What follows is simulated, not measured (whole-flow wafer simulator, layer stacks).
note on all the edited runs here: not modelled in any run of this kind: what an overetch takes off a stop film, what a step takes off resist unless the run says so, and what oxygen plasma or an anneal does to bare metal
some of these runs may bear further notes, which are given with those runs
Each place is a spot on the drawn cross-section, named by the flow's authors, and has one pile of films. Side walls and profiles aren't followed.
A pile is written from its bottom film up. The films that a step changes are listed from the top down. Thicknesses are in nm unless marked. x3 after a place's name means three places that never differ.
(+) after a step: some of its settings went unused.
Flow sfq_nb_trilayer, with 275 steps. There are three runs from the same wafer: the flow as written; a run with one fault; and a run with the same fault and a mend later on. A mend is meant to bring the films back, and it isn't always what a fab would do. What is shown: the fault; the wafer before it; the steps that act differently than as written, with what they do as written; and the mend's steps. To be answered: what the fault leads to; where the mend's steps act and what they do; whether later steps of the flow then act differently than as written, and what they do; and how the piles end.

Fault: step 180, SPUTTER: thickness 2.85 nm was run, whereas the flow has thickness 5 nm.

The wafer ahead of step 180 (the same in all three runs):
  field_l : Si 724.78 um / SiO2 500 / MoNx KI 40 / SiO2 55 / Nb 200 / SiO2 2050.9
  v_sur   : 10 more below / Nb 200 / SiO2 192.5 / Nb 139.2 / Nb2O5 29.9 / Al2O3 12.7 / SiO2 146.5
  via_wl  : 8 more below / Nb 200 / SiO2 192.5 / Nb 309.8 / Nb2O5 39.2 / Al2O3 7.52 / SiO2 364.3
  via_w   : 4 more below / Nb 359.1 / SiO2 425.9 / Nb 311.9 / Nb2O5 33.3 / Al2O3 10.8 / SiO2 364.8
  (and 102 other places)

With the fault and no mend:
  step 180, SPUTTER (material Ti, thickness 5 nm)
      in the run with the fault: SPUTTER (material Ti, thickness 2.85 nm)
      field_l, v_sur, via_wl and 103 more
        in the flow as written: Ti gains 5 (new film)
        in the run with the fault: Ti gains 2.85 (new film)
  Steps further on in the flow that do not act as written (20 more steps, not shown, differ only slightly: by at most 2% or 0.5 nm, whichever is larger):
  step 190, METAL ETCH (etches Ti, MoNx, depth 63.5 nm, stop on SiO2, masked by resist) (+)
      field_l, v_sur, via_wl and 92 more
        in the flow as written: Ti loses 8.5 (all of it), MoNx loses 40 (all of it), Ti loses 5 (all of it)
        in the run with the fault: Ti loses 8.5 (all of it), MoNx loses 40 (all of it), Ti loses 2.85 (all of it)
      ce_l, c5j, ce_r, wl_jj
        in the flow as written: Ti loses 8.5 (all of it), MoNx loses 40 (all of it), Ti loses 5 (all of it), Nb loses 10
        in the run with the fault: Ti loses 8.5 (all of it), MoNx loses 40 (all of it), Ti loses 2.85 (all of it), Nb loses 12.2
  The piles end different from the flow's at be_r, r_sur, res, r_end, r5r_line_l, r5r_line_c, r5r_line_r by more than 2% or 0.5 nm, whichever is larger.
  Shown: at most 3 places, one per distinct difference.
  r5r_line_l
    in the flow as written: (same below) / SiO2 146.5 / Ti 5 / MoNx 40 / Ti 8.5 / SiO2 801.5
    in the run with the fault: (same below) / SiO2 146.5 / Ti 2.85 / MoNx 40 / Ti 8.5 / SiO2 803.6
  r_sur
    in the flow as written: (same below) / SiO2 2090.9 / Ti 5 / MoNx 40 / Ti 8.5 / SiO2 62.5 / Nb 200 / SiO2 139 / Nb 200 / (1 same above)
    in the run with the fault: (same below) / SiO2 2090.9 / Ti 2.85 / MoNx 40 / Ti 8.5 / SiO2 62.5 / Nb 200 / SiO2 141.2 / Nb 200 / (1 same above)
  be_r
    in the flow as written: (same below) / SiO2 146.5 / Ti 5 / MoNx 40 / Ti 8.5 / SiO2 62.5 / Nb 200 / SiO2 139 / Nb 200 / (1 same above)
    in the run with the fault: (same below) / SiO2 146.5 / Ti 2.85 / MoNx 40 / Ti 8.5 / SiO2 62.5 / Nb 200 / SiO2 141.2 / Nb 200 / (1 same above)

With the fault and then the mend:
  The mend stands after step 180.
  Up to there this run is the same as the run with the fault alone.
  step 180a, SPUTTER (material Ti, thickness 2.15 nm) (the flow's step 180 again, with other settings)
      field_l, v_sur, via_wl and 103 more
        Ti gains 2.15
  Later steps of the flow that are run all act as written at every place that is followed.
  At every place that both follow, the piles at the end match the flow's.
